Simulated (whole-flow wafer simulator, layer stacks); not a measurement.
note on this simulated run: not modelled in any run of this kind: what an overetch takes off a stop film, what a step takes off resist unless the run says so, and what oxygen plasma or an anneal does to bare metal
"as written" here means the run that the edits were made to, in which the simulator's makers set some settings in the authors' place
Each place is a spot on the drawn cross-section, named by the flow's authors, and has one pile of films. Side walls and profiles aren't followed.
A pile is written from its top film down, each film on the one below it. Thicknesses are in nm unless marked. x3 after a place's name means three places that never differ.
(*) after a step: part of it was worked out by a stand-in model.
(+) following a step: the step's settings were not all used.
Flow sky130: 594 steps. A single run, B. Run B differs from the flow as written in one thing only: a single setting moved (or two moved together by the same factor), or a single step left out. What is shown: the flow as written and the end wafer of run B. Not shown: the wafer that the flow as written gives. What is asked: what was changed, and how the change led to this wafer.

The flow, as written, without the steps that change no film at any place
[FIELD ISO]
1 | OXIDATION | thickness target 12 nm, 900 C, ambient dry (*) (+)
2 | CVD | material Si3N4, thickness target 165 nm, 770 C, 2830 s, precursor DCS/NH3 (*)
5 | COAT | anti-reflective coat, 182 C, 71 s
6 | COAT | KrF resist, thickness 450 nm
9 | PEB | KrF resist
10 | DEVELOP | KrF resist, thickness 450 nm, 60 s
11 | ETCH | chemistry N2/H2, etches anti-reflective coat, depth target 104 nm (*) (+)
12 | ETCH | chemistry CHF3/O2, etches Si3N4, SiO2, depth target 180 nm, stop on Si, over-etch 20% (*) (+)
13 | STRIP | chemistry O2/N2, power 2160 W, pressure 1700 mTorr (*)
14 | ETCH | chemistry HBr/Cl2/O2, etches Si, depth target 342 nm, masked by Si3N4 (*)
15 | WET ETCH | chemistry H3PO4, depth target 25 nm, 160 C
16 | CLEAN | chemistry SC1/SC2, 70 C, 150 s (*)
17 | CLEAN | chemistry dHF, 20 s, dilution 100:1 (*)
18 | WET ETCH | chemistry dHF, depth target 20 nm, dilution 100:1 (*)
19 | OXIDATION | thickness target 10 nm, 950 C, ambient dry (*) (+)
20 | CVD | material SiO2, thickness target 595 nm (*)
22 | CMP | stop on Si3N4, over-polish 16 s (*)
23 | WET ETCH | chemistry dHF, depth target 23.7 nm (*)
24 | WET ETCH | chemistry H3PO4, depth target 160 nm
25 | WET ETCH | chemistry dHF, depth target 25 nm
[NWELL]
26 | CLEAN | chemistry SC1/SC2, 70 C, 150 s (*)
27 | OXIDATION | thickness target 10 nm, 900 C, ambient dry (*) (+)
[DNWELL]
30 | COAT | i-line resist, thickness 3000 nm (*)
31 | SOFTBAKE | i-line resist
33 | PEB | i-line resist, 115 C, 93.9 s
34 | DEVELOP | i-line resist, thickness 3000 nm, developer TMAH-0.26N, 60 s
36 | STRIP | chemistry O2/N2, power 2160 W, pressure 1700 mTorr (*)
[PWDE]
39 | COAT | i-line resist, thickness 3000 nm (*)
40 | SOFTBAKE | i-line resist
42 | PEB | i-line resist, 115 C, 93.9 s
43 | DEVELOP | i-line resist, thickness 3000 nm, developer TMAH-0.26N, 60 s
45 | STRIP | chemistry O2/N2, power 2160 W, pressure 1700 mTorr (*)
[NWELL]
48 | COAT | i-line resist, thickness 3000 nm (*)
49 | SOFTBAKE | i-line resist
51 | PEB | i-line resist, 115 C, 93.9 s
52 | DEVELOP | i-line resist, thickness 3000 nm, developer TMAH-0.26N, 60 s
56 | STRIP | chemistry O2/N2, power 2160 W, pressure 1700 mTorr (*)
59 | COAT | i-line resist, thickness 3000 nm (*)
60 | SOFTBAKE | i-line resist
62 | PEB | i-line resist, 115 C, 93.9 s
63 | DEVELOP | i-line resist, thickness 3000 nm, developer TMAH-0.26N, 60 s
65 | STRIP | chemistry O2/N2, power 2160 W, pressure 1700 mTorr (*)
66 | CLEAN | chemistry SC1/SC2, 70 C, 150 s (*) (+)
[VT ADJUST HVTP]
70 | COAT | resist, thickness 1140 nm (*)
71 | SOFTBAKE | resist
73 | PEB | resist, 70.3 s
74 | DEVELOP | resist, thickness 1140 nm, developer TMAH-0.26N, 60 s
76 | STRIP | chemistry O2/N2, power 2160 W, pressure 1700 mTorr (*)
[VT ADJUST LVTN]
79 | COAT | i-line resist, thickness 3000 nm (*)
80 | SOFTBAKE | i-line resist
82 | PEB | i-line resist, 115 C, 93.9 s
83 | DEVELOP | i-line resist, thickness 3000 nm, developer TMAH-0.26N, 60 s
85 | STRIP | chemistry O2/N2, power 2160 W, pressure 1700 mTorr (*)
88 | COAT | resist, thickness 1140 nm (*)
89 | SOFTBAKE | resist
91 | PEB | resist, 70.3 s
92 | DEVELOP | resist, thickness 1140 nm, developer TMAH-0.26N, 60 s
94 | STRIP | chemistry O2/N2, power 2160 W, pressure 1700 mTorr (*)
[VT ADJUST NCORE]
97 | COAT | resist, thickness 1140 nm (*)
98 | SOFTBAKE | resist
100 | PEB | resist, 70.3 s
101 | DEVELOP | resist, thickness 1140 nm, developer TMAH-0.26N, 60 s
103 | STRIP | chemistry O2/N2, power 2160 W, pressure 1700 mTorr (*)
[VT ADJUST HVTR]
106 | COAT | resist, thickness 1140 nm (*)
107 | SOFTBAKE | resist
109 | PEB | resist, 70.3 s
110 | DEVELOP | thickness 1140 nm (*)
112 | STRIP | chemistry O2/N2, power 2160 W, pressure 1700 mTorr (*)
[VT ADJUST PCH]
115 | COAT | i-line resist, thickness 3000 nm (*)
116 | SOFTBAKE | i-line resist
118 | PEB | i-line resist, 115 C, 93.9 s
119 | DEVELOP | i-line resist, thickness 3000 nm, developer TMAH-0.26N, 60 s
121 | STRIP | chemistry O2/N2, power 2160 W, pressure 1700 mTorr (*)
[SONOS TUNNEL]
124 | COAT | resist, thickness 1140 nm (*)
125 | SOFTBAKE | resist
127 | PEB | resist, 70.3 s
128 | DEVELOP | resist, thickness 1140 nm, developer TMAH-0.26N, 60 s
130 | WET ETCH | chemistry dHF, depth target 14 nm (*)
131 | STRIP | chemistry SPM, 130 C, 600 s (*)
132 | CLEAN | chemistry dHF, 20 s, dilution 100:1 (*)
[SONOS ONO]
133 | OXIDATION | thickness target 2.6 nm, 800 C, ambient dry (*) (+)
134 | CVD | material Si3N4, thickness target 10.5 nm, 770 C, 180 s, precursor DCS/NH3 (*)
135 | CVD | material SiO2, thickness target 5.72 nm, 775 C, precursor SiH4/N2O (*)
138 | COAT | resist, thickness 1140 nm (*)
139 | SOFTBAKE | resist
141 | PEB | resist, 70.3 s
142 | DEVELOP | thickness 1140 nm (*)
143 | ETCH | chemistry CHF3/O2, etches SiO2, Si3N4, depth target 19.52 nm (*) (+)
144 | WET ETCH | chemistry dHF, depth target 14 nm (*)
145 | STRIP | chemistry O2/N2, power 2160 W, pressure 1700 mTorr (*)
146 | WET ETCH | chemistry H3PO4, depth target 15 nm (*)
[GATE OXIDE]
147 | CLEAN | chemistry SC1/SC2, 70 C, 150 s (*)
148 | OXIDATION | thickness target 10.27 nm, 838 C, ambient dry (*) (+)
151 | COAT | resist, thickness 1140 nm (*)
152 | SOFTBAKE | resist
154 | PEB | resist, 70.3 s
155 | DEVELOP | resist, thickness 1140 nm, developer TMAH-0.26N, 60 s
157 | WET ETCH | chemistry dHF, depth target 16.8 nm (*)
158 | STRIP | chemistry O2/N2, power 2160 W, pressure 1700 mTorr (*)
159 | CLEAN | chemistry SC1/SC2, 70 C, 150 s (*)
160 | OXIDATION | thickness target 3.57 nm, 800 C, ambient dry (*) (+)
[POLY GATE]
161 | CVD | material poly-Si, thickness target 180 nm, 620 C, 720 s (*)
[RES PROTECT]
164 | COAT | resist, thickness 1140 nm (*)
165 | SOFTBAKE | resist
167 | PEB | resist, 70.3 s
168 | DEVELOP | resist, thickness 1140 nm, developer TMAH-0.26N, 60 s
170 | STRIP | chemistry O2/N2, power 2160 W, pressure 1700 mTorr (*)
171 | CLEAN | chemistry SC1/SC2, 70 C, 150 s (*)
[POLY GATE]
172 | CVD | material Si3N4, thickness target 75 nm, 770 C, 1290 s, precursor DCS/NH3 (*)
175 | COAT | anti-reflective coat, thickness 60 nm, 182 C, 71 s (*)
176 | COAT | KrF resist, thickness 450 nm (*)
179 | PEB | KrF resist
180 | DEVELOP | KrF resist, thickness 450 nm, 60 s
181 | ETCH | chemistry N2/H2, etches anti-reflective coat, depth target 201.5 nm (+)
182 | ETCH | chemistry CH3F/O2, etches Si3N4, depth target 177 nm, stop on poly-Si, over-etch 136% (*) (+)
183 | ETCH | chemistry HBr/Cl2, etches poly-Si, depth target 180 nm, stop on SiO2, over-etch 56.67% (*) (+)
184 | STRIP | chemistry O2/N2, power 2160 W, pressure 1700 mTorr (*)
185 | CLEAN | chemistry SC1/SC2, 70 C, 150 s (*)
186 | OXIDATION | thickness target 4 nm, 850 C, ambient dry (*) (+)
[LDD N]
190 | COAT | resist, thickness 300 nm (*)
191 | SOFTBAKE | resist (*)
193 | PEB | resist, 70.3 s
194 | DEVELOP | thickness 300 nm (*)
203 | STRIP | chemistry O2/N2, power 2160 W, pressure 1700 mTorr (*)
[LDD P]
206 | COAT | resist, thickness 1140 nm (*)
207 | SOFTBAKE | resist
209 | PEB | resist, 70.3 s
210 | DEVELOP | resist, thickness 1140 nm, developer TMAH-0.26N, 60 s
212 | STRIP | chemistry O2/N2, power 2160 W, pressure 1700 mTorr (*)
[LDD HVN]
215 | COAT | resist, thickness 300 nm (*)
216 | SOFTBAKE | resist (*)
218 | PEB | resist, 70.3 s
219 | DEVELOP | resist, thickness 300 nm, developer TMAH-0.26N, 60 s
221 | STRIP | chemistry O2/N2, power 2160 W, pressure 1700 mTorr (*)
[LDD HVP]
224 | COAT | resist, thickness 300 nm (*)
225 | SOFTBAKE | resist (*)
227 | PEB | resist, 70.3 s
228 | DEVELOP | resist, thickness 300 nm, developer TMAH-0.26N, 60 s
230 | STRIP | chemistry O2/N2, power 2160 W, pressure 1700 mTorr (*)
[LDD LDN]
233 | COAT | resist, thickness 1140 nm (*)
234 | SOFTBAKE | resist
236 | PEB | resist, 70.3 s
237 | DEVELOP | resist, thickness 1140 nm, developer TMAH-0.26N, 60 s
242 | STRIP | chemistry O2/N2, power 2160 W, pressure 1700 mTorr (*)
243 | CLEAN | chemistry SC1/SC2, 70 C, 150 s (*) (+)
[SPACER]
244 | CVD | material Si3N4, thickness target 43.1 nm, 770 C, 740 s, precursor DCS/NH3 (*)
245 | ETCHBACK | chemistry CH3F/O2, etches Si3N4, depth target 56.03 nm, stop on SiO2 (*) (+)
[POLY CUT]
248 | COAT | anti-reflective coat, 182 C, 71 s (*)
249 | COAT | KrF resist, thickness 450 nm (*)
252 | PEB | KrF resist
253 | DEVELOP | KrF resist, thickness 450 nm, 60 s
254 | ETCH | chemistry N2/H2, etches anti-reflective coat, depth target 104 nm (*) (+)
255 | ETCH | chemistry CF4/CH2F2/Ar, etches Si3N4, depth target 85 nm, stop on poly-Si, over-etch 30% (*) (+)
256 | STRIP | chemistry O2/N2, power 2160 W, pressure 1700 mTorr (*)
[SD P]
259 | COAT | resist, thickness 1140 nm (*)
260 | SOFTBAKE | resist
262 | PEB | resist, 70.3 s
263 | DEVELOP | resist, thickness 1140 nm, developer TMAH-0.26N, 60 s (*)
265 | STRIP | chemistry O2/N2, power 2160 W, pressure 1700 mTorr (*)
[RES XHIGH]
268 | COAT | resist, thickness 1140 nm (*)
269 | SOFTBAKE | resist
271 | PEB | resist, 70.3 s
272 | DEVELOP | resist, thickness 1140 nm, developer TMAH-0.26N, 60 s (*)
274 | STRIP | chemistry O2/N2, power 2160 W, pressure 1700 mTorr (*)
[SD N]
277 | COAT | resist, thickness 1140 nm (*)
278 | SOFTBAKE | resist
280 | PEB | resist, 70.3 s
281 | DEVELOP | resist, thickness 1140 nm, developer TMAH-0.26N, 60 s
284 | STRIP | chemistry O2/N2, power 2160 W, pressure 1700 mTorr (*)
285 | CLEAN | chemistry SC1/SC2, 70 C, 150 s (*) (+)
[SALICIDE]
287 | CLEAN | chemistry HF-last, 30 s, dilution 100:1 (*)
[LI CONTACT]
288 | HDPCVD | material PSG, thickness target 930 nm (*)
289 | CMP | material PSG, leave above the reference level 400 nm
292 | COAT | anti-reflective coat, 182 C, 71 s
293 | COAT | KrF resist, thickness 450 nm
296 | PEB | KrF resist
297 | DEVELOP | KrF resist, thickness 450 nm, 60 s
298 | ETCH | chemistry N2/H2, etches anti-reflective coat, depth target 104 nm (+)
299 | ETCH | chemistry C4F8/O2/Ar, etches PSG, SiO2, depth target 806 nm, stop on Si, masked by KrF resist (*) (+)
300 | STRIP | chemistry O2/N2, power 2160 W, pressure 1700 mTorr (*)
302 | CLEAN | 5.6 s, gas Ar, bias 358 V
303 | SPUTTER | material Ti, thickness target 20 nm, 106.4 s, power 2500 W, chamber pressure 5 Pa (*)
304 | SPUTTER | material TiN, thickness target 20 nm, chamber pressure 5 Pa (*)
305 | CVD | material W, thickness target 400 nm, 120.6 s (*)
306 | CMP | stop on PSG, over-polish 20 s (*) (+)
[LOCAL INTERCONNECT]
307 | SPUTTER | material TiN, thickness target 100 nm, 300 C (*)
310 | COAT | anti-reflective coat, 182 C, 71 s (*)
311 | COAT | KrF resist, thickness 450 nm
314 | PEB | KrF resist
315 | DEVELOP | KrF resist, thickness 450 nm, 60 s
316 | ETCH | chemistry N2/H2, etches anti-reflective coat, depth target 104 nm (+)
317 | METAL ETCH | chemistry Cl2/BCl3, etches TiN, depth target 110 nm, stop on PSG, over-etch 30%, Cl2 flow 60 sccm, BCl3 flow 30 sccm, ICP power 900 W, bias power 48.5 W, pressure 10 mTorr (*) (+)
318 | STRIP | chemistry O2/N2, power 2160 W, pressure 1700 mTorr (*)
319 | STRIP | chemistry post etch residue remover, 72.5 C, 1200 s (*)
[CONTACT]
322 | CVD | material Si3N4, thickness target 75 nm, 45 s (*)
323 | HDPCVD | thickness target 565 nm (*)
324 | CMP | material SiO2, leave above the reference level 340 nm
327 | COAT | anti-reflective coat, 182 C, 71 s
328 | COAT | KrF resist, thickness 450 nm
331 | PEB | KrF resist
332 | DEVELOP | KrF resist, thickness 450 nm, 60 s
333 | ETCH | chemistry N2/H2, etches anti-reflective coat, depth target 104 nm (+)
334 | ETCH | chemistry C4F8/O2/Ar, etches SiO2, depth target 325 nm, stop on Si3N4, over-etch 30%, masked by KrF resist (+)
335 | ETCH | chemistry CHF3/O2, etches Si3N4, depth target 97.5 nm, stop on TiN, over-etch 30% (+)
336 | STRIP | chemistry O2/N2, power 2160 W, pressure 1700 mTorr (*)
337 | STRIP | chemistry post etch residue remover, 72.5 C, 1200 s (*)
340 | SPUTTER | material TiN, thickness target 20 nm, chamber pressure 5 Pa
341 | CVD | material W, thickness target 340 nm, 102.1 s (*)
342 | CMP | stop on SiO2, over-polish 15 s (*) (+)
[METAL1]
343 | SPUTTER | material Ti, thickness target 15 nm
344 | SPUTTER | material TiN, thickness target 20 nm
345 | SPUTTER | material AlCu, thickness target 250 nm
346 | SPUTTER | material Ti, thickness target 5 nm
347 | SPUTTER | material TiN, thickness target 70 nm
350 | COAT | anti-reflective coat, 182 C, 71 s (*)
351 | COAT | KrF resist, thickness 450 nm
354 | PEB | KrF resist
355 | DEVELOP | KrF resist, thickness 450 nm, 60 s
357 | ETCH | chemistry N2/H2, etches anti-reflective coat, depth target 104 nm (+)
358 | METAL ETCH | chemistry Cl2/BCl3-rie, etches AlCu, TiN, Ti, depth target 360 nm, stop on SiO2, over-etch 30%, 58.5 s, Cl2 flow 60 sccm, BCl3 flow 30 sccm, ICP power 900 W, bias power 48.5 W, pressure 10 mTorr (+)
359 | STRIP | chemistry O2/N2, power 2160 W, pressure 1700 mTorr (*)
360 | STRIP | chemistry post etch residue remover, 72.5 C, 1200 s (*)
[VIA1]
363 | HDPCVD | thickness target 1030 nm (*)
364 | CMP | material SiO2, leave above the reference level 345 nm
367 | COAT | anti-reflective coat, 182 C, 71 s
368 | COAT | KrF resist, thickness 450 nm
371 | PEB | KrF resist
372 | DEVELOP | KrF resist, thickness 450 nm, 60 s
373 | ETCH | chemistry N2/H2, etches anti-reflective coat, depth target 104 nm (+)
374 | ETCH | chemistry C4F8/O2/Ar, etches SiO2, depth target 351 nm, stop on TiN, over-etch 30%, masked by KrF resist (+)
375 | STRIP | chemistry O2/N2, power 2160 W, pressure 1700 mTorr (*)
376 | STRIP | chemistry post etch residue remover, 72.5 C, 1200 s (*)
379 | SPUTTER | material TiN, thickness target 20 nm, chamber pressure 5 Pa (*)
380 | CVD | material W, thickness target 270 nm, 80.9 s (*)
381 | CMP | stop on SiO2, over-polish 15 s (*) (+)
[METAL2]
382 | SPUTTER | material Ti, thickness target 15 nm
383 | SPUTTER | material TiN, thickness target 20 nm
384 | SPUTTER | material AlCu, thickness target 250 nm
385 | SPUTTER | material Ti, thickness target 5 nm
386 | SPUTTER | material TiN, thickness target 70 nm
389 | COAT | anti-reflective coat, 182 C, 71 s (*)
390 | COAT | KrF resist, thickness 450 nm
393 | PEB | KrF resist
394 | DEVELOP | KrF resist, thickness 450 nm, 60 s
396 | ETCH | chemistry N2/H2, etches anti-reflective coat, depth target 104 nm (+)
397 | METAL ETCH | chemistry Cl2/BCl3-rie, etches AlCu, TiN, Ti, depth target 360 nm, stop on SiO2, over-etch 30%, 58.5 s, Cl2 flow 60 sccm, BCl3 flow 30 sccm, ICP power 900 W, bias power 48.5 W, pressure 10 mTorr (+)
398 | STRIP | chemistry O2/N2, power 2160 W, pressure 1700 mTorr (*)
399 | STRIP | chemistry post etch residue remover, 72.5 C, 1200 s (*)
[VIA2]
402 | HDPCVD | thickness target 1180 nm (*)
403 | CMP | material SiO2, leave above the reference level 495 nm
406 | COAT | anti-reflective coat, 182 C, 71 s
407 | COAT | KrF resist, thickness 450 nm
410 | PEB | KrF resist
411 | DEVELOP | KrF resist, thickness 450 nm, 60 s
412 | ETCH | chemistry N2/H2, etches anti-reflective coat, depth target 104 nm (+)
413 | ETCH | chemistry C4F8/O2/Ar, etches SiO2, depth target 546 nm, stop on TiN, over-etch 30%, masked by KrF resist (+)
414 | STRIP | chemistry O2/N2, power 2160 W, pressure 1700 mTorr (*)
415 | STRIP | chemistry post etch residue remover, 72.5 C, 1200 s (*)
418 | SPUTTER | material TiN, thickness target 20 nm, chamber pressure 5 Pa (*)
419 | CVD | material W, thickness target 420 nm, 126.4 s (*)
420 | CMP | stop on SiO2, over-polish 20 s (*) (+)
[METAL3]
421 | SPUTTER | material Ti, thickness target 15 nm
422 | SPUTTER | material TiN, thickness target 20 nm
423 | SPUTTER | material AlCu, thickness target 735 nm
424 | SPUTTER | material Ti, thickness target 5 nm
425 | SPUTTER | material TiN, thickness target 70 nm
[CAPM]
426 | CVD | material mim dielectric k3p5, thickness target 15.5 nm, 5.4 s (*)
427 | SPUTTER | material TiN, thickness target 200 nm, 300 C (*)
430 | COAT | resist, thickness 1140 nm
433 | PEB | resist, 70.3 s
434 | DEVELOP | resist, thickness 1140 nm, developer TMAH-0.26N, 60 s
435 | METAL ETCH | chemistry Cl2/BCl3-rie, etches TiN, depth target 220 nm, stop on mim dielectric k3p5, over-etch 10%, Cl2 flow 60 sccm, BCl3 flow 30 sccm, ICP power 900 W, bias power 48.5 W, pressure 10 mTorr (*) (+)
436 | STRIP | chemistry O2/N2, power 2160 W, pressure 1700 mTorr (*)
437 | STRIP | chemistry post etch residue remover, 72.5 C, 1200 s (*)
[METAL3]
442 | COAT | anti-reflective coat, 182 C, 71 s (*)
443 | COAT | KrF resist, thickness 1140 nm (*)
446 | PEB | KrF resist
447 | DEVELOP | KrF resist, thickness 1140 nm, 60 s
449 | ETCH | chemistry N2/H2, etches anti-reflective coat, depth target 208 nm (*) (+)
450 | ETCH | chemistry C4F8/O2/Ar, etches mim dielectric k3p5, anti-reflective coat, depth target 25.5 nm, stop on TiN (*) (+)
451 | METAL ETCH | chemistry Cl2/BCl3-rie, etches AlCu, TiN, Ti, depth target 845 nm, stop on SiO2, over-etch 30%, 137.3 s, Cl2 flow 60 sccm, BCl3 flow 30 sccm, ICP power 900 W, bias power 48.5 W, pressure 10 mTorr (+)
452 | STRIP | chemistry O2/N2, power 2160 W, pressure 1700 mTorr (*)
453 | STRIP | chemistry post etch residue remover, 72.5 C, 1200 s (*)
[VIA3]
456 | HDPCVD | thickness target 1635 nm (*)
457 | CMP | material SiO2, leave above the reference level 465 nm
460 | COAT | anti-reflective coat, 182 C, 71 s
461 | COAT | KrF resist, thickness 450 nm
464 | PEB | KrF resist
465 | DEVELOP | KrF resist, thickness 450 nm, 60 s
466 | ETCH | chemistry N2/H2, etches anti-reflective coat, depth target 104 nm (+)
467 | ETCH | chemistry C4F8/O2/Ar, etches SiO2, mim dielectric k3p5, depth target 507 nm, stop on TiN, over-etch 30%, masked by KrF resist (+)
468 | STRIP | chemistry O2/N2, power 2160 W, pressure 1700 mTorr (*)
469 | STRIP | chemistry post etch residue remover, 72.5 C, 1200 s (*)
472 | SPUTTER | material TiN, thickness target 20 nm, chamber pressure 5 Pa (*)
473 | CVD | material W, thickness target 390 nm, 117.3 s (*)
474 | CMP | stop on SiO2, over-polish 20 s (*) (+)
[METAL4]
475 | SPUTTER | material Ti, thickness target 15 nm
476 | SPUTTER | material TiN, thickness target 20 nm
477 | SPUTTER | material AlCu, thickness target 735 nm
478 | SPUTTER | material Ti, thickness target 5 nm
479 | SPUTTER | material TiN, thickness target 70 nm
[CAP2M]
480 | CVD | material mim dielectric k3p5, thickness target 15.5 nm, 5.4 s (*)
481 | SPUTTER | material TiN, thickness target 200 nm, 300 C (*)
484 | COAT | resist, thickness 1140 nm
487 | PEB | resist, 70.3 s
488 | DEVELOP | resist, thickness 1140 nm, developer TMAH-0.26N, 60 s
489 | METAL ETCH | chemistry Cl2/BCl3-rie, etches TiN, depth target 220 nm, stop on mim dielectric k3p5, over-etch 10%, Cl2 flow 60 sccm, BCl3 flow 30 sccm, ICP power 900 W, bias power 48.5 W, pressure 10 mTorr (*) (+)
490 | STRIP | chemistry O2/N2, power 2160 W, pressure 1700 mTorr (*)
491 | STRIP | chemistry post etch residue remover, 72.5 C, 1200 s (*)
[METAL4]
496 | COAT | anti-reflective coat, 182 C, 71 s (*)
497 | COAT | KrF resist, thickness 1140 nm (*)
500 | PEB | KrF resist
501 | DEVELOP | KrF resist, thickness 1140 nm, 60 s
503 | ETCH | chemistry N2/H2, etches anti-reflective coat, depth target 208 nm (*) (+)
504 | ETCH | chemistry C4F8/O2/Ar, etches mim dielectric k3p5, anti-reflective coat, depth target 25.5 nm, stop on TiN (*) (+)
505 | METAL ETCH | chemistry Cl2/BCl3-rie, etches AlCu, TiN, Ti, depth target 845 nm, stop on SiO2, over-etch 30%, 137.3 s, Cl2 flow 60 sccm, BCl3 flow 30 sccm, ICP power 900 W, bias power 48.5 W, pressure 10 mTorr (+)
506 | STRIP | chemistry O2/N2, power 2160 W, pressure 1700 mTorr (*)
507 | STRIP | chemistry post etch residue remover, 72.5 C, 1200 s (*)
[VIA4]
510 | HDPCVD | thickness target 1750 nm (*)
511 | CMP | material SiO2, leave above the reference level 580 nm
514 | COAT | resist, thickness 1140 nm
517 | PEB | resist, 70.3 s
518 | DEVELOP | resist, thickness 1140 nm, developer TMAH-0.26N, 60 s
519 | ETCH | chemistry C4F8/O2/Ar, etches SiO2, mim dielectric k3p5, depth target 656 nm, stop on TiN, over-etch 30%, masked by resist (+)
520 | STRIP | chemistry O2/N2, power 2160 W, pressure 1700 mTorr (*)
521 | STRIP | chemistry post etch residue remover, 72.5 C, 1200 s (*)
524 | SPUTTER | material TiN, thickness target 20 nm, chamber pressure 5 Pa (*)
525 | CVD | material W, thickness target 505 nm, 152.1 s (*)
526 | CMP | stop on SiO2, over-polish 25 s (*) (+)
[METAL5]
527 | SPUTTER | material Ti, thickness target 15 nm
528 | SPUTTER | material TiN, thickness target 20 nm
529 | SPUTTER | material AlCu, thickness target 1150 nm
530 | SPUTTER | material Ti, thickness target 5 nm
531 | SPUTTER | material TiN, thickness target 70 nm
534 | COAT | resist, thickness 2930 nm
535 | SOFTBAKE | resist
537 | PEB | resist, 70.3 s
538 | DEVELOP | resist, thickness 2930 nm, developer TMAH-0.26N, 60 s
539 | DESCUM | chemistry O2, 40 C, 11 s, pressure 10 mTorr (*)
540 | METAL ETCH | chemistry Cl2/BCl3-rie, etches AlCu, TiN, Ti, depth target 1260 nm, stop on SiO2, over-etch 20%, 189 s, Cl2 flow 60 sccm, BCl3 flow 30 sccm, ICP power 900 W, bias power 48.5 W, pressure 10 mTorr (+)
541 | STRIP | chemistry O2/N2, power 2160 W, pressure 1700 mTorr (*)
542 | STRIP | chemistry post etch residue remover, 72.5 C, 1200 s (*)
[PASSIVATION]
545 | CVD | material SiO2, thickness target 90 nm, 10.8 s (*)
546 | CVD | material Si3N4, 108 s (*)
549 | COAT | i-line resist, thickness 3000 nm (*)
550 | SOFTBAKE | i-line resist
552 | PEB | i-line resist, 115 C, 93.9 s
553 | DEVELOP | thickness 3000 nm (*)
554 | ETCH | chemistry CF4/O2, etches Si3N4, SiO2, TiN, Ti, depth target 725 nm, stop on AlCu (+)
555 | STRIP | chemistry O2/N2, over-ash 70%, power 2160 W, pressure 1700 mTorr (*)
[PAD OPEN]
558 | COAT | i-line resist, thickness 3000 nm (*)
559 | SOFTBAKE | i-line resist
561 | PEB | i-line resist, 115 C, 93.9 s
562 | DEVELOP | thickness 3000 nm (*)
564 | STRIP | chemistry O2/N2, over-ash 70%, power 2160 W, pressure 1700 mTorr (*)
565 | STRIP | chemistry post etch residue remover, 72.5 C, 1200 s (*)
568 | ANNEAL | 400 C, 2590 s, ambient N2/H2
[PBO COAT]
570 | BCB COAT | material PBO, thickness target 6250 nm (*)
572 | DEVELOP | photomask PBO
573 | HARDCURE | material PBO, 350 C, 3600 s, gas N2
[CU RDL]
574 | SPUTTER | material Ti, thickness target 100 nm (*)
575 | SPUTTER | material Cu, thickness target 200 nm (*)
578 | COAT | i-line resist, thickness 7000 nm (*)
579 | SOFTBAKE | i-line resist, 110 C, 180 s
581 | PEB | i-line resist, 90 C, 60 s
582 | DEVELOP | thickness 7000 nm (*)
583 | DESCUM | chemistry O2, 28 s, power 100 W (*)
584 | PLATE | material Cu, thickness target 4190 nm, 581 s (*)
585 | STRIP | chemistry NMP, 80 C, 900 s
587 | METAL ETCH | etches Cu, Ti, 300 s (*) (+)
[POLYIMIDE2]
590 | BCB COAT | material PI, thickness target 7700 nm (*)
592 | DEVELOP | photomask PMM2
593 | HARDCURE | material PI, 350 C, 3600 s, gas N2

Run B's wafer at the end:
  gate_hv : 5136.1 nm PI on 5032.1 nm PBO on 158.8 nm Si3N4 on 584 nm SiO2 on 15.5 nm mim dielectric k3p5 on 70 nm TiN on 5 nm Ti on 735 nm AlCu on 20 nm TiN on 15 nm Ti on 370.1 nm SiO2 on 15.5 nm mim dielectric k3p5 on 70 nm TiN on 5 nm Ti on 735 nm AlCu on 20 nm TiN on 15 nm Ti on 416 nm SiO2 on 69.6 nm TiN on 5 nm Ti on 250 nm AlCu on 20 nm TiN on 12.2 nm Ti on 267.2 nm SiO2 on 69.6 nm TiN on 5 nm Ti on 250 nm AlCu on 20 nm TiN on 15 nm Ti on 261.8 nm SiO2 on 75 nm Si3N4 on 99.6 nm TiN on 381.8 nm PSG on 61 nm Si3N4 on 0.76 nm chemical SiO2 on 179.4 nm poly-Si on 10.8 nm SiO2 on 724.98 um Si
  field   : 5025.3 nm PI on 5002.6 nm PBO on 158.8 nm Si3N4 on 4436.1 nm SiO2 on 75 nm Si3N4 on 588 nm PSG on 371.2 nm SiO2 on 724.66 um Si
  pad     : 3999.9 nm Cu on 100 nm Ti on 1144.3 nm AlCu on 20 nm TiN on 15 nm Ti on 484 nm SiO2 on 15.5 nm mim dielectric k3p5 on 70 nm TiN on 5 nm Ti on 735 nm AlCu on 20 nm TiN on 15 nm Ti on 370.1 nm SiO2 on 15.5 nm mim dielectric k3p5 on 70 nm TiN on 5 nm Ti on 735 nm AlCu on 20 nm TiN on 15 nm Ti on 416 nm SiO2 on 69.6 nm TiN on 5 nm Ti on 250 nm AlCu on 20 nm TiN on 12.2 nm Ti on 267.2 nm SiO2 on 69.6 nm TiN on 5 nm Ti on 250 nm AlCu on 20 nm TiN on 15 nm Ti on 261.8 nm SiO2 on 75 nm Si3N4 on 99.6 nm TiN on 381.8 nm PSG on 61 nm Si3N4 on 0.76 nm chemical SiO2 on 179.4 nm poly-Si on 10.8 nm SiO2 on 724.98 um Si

Cause: step 382, SPUTTER: thickness target 12.2 nm was run, though the flow has thickness target 15 nm.
The wafer lets one read it off: gate_hv has Ti 12.2, and step 382 as written asks for 15 nm.

The path from the change to this, step by step:
  382 | SPUTTER | material Ti, thickness target 15 nm
      field, active, n_well and 188 more: Ti gains 12.2 (new film) (as written it would have been: Ti gains 15 (new film))
  397 | METAL ETCH | chemistry Cl2/BCl3-rie, etches AlCu, TiN, Ti, depth target 360 nm, stop on SiO2, over-etch 30%, 58.5 s, Cl2 flow 60 sccm, BCl3 flow 30 sccm, ICP power 900 W, bias power 48.5 W, pressure 10 mTorr (+)
      field, active, gate and 82 more: TiN loses 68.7 (all of it), Ti loses 5 (all of it), AlCu loses 250 (all of it), TiN loses 20 (all of it), Ti loses 12.2 (all of it), SiO2 loses 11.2 (as written it would have been: TiN loses 68.7 (all of it), Ti loses 5 (all of it), AlCu loses 250 (all of it), TiN loses 20 (all of it), Ti loses 15 (all of it), SiO2 loses 10.9)
